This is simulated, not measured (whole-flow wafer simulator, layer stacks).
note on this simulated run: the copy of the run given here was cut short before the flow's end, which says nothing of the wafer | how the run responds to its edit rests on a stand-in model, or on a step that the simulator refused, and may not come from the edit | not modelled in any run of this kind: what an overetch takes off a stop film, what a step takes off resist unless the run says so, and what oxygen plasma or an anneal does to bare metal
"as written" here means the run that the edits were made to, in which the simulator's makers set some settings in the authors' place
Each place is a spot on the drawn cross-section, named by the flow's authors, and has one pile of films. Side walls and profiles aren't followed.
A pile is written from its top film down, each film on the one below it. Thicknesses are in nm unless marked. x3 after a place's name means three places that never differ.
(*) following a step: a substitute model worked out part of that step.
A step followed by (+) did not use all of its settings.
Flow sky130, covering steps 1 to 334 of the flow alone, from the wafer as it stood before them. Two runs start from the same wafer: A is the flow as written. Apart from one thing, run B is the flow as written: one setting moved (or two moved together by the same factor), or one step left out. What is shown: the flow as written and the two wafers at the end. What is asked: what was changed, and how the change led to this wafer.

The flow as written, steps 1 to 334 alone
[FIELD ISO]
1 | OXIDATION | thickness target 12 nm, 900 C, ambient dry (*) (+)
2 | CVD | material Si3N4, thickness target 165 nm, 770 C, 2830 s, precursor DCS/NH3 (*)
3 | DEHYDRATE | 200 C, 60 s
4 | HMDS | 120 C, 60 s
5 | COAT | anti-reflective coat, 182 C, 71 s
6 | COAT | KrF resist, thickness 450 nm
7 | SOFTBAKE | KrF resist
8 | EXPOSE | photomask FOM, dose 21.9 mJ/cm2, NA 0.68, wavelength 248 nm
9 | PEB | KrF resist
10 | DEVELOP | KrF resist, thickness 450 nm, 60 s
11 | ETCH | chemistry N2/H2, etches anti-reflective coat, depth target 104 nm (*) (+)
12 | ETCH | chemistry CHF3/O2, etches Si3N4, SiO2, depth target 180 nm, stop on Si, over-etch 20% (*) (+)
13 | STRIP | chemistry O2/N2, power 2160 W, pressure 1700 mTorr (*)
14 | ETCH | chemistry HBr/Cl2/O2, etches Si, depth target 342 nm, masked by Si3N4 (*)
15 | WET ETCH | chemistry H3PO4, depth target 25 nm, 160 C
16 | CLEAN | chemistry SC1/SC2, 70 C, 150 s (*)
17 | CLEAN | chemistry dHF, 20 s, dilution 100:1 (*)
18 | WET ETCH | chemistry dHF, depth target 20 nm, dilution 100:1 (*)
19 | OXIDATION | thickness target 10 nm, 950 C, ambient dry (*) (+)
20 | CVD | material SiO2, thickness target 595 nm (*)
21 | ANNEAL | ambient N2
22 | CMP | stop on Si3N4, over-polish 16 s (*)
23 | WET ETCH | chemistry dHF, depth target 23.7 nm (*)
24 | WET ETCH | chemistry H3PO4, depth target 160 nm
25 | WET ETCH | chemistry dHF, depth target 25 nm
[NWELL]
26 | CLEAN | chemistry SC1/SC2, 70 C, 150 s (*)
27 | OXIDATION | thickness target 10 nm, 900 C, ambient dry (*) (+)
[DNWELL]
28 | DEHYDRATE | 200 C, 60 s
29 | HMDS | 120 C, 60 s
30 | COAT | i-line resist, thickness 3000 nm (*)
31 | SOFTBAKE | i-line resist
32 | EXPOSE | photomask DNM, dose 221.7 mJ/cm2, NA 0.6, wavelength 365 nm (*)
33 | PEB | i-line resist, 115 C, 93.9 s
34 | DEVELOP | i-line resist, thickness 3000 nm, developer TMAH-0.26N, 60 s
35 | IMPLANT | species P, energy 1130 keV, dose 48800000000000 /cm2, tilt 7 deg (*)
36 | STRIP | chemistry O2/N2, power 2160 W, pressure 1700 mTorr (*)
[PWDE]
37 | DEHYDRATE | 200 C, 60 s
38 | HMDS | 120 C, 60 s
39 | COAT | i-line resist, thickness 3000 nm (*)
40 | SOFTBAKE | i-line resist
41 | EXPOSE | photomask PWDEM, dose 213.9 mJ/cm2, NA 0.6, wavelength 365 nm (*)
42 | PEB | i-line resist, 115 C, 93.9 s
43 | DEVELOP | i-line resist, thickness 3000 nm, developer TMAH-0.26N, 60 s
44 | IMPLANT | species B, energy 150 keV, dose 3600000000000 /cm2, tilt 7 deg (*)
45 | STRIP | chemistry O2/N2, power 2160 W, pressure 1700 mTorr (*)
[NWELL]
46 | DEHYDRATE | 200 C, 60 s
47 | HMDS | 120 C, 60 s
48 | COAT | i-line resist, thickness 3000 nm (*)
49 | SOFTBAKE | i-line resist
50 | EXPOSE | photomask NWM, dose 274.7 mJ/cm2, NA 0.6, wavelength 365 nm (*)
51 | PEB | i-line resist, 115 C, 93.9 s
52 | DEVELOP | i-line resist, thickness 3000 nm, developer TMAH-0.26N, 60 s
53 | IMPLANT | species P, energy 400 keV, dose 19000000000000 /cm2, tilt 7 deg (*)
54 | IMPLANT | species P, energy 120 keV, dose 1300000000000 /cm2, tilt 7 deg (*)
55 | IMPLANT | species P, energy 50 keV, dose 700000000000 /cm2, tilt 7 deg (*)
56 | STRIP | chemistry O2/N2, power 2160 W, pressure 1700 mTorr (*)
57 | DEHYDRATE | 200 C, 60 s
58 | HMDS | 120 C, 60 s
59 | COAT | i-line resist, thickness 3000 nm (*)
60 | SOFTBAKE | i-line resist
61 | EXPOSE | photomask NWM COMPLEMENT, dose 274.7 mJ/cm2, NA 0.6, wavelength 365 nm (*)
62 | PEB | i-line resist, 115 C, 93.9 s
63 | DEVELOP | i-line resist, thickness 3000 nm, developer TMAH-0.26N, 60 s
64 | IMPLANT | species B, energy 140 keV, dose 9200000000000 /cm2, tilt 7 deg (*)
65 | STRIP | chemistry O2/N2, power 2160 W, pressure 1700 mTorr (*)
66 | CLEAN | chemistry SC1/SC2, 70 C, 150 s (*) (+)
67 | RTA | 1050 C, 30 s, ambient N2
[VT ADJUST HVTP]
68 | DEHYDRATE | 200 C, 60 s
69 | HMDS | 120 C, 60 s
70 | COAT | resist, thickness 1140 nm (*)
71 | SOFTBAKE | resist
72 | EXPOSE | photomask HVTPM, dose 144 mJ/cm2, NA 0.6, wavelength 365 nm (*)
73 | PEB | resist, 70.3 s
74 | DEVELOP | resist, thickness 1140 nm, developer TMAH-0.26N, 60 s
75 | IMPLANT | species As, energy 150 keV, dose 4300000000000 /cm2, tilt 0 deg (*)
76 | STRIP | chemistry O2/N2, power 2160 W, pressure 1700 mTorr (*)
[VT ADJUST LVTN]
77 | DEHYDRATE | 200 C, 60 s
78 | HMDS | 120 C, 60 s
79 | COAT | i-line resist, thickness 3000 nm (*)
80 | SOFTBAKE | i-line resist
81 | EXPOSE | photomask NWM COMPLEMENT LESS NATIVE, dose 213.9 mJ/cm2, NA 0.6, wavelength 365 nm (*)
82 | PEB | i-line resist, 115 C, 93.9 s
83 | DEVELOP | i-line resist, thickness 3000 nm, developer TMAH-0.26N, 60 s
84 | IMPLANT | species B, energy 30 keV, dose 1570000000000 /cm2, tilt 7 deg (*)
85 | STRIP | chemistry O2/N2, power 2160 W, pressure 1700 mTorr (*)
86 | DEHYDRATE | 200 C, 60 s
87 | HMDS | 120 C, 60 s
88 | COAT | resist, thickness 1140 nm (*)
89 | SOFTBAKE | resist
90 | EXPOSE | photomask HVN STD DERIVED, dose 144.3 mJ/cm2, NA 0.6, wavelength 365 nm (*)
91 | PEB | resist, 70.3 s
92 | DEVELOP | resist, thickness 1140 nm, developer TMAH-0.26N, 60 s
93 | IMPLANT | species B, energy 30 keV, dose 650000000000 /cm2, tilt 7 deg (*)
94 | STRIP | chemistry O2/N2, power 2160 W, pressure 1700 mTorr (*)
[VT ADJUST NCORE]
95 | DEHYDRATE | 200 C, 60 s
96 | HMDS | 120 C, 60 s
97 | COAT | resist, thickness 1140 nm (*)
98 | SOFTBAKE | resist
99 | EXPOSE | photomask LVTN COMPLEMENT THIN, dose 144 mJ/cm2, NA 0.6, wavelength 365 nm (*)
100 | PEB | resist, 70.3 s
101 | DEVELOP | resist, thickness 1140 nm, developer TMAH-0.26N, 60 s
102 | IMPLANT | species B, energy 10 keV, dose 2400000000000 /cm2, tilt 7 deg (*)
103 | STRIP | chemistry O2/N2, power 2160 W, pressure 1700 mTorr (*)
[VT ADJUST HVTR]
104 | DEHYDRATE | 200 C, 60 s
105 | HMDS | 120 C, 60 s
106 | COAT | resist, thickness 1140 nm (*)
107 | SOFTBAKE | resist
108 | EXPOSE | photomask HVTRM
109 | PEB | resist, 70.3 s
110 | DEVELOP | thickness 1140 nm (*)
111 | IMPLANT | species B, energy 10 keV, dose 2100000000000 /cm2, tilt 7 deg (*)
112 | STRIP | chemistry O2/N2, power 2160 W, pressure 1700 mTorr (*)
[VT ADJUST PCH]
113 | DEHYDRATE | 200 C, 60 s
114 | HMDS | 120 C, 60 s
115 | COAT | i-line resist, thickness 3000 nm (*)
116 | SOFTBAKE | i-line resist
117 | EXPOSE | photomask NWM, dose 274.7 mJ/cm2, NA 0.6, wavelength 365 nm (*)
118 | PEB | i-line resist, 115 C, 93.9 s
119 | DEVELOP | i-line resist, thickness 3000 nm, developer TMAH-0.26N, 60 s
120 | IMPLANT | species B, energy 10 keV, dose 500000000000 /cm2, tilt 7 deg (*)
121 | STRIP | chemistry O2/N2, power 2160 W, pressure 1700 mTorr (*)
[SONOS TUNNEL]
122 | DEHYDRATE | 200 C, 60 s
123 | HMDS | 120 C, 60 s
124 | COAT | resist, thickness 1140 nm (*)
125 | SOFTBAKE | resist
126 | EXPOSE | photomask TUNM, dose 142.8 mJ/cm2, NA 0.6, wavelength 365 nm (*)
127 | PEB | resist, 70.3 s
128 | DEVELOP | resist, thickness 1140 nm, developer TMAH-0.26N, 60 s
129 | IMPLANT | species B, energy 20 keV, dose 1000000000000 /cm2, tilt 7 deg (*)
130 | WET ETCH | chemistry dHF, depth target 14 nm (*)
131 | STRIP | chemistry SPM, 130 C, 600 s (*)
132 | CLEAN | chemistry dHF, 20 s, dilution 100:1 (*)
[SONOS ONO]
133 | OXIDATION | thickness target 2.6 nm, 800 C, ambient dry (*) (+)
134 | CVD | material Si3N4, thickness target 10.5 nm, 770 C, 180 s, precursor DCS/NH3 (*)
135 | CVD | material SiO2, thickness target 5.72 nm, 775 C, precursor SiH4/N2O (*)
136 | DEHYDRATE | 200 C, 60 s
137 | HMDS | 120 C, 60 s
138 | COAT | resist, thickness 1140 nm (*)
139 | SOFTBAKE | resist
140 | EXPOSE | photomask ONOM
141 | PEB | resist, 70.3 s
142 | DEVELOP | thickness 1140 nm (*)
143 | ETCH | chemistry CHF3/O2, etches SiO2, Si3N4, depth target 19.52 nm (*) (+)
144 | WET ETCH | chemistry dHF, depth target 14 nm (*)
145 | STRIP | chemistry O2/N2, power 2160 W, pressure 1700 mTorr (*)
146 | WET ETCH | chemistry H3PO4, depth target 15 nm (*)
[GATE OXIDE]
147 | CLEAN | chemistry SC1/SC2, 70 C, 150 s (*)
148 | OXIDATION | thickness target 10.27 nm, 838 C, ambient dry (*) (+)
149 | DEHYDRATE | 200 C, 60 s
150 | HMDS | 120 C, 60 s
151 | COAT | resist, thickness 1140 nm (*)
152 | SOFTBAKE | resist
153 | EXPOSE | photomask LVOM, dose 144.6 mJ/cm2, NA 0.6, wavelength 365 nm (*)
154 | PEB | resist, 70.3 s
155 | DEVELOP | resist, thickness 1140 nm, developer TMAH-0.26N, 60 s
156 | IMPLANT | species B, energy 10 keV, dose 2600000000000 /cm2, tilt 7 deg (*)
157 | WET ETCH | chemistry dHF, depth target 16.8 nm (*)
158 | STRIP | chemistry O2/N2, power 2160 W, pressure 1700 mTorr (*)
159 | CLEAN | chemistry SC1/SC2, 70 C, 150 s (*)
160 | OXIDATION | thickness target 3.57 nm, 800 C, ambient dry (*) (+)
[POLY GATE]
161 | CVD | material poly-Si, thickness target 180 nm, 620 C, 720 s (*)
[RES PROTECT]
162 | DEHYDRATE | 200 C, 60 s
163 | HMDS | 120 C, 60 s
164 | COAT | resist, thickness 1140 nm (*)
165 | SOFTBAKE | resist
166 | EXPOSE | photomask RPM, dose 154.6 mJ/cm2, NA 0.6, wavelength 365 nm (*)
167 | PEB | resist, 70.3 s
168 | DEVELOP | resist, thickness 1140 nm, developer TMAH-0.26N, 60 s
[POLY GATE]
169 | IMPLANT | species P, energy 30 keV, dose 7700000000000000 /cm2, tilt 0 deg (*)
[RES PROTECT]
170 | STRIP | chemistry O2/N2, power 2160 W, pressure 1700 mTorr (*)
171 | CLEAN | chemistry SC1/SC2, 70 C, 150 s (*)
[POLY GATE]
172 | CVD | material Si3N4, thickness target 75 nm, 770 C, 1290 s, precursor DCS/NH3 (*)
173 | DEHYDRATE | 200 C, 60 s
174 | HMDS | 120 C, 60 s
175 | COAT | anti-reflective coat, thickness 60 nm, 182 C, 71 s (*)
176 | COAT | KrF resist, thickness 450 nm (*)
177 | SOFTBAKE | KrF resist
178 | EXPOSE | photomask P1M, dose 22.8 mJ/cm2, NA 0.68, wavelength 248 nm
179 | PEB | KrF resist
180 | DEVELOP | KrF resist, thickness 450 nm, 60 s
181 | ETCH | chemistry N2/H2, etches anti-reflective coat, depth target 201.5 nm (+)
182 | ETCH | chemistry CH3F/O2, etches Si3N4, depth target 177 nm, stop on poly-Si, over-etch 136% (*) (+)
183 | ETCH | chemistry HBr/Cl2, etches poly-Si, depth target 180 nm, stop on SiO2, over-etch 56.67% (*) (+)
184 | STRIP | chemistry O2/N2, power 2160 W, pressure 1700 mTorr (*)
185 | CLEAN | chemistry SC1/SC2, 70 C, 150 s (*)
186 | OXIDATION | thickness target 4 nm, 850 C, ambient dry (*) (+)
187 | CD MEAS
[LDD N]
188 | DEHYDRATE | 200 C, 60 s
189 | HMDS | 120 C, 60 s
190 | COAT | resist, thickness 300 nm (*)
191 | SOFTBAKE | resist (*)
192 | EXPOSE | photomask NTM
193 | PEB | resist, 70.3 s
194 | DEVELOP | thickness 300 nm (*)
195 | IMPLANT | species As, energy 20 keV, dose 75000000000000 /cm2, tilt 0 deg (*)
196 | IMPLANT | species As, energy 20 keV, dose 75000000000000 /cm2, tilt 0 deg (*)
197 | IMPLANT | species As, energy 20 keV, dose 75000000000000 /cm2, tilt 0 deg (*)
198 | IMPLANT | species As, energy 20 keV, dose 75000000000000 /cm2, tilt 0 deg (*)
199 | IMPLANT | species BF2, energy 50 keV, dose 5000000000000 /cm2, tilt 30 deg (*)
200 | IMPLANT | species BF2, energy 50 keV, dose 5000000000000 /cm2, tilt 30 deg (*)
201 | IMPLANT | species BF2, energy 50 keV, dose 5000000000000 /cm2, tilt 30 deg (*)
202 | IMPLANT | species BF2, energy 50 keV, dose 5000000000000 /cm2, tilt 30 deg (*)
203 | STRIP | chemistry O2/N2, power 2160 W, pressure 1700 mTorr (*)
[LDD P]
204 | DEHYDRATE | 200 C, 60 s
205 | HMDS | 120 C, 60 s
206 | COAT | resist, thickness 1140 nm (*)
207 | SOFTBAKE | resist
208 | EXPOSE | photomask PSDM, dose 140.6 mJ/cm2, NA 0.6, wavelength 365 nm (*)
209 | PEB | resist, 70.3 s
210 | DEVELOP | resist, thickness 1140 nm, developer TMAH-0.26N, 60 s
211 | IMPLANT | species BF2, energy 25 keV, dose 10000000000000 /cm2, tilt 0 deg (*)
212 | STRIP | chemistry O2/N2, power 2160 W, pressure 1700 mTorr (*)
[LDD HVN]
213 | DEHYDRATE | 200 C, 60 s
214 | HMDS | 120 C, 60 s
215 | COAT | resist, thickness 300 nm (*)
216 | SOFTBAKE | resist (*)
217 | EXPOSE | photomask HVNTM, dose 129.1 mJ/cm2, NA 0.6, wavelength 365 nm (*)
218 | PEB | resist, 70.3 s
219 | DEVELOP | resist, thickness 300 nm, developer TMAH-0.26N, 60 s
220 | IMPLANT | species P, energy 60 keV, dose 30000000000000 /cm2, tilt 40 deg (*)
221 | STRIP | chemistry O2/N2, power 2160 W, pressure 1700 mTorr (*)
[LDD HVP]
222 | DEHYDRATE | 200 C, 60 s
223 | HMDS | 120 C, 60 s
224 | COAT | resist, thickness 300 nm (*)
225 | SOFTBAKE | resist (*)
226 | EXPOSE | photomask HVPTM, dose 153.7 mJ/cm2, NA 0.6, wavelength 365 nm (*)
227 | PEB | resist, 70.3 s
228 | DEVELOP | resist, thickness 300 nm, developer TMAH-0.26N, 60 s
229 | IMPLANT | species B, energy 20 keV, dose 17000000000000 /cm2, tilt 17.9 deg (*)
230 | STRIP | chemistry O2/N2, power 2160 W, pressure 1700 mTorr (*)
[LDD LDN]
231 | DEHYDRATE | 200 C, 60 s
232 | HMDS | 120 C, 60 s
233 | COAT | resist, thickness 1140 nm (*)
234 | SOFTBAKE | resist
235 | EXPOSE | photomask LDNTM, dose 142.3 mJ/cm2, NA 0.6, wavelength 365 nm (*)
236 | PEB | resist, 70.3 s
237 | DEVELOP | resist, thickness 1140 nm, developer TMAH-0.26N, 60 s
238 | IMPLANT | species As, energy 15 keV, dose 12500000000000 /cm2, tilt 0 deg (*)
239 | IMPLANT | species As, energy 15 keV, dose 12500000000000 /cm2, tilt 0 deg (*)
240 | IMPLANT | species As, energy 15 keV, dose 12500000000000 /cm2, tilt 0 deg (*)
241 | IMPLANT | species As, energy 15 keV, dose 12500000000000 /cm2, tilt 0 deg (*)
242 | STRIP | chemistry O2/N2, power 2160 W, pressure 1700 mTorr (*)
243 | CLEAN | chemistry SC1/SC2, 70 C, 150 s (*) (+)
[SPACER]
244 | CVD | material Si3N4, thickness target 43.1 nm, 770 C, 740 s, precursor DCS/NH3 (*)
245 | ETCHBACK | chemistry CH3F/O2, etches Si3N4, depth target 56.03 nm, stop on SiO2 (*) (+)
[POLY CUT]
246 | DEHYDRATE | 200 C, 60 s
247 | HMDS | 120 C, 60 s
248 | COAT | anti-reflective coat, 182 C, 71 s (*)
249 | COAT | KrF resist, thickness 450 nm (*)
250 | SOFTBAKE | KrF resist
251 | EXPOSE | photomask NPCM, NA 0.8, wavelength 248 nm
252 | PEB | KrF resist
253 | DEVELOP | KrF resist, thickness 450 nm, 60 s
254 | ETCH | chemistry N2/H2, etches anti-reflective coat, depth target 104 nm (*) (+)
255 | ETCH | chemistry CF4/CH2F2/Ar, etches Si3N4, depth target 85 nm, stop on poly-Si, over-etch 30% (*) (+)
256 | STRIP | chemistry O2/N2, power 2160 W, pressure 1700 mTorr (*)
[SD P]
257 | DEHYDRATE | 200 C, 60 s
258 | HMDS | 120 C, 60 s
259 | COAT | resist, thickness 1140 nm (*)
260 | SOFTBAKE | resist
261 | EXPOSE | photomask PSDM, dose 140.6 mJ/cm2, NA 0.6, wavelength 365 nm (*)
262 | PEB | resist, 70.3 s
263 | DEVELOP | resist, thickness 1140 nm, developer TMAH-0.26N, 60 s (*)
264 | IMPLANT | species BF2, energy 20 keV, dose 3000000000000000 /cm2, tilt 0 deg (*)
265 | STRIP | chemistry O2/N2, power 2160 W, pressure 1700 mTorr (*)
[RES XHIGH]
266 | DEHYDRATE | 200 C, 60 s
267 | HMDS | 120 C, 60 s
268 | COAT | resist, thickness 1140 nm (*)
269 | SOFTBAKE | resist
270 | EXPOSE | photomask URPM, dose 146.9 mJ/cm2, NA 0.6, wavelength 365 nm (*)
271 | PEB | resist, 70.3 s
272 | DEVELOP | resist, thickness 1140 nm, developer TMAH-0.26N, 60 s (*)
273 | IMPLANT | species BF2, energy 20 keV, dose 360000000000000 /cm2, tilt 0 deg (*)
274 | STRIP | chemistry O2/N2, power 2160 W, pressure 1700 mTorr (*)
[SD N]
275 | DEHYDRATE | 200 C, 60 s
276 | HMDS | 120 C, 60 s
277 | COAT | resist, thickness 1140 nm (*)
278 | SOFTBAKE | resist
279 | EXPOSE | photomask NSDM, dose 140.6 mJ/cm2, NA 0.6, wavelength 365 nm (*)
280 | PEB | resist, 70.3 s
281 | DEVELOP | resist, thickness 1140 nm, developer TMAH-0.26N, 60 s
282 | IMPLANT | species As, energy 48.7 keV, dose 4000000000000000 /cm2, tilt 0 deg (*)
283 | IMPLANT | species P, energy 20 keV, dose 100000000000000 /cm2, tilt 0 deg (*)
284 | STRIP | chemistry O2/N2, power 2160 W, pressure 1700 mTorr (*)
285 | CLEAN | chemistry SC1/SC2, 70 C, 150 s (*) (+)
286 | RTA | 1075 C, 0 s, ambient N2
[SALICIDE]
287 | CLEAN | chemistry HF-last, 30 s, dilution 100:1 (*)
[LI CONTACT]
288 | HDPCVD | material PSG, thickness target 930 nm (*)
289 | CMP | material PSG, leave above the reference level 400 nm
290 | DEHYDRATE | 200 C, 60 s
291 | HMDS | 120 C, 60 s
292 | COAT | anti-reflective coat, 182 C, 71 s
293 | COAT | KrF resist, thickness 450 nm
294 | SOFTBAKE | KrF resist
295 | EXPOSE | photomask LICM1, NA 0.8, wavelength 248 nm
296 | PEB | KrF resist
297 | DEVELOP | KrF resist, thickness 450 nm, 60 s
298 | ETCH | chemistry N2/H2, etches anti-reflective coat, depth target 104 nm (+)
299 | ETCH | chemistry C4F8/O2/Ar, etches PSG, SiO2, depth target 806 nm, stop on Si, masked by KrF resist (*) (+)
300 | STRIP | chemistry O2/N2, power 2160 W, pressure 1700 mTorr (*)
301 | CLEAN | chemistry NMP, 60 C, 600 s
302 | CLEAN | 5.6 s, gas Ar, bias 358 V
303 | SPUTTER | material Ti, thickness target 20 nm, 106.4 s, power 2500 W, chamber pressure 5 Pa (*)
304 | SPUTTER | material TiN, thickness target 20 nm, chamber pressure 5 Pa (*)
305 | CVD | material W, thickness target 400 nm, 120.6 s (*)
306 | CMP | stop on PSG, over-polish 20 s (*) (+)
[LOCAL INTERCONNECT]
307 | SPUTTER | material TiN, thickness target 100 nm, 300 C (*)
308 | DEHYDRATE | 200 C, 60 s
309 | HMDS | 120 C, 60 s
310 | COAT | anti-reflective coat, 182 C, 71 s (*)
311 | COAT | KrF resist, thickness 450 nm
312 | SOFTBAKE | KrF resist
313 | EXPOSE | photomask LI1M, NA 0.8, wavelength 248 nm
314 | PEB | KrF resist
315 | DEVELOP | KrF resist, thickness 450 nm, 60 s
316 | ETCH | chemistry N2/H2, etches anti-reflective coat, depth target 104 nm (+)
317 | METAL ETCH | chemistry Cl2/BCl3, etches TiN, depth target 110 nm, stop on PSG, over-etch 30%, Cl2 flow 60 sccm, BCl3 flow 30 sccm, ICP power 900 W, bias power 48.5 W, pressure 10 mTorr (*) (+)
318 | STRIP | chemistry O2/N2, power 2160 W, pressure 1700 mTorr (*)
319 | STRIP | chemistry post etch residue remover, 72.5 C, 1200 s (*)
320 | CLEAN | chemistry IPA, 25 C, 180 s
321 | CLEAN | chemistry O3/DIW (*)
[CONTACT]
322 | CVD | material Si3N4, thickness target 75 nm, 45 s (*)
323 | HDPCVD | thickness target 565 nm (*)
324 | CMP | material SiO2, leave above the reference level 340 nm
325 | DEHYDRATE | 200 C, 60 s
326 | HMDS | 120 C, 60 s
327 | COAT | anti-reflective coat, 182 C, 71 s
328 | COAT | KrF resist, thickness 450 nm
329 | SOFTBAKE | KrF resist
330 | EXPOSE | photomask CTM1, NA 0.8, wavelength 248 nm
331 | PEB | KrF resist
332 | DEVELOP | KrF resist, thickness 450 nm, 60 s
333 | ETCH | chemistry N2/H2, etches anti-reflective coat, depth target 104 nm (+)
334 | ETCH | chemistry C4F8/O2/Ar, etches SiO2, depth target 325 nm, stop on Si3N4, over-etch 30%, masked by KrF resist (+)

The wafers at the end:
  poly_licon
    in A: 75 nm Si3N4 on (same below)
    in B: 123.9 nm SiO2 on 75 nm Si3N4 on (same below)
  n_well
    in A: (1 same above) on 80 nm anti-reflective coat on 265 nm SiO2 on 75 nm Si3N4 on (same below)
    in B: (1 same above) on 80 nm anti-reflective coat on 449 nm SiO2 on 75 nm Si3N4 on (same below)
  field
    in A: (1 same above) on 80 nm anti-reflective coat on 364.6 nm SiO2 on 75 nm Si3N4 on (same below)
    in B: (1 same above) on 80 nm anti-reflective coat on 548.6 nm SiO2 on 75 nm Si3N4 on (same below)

The reason: step 324, CMP: leave above the reference level 524 nm was run, while the flow as written has leave above the reference level 340 nm.

The path from the change to this, step by step:
  324 | CMP | material SiO2, leave above the reference level 340 nm
      n_well, p_well, gate_hv and 93 more: A -300 SiO2 | B -116 SiO2
      field, active, gate and 88 more: A -200.4 SiO2 | B -16.4 SiO2
      (as well as at 4 more places)
  334 | ETCH | chemistry C4F8/O2/Ar, etches SiO2, depth target 325 nm, stop on Si3N4, over-etch 30%, masked by KrF resist (+)
      poly_licon, ndiff_licon, ndiff_licon_cpp, rpo_hd_licon: A -264.9 SiO2 (all of it) | B -325 SiO2
